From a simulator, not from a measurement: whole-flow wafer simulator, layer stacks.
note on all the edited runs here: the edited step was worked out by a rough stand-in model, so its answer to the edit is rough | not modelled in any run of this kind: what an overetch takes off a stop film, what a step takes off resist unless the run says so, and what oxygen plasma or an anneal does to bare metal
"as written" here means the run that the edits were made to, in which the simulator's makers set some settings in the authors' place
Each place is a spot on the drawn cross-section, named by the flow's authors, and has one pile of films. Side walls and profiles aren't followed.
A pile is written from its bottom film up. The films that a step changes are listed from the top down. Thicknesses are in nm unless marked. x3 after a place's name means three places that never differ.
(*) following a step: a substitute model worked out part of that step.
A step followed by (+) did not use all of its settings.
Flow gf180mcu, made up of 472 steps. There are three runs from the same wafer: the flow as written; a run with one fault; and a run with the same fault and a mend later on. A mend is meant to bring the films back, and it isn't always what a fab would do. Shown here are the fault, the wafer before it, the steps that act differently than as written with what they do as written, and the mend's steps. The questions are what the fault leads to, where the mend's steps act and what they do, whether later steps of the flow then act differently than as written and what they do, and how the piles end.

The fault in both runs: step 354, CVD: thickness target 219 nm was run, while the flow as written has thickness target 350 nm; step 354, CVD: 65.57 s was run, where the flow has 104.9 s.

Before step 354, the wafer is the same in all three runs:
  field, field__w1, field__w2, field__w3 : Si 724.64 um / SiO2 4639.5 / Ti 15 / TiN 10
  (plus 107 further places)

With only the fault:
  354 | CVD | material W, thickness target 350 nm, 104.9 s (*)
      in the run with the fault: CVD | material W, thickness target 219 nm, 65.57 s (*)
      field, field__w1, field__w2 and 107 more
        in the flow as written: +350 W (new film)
        in the run with the fault: +219.9 W (new film)
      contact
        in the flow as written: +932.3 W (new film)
        in the run with the fault: +802.2 W (new film)
  Steps later in the flow that act otherwise than as written:
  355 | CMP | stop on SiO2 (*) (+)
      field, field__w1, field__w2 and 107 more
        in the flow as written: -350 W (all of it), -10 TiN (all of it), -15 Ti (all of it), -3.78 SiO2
        in the run with the fault: -219.9 W (all of it), -10 TiN (all of it), -15 Ti (all of it), -2.47 SiO2
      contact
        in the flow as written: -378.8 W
        in the run with the fault: -247.3 W
  When the end is reached, the piles differ only a little from the flow's at the places that both follow, at most by 2% or 0.5 nm, whichever is larger.

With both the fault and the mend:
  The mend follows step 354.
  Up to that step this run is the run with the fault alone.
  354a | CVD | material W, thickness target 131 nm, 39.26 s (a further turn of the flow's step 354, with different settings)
      field, field__w1, field__w2 and 108 more
        +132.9 W
  Every later step of the flow that is run acts as written, at every place that is followed, to within 2% or 0.5 nm, whichever is larger.
  When the end is reached, the piles differ only a little from the flow's at the places that both follow, at most by 2% or 0.5 nm, whichever is larger.
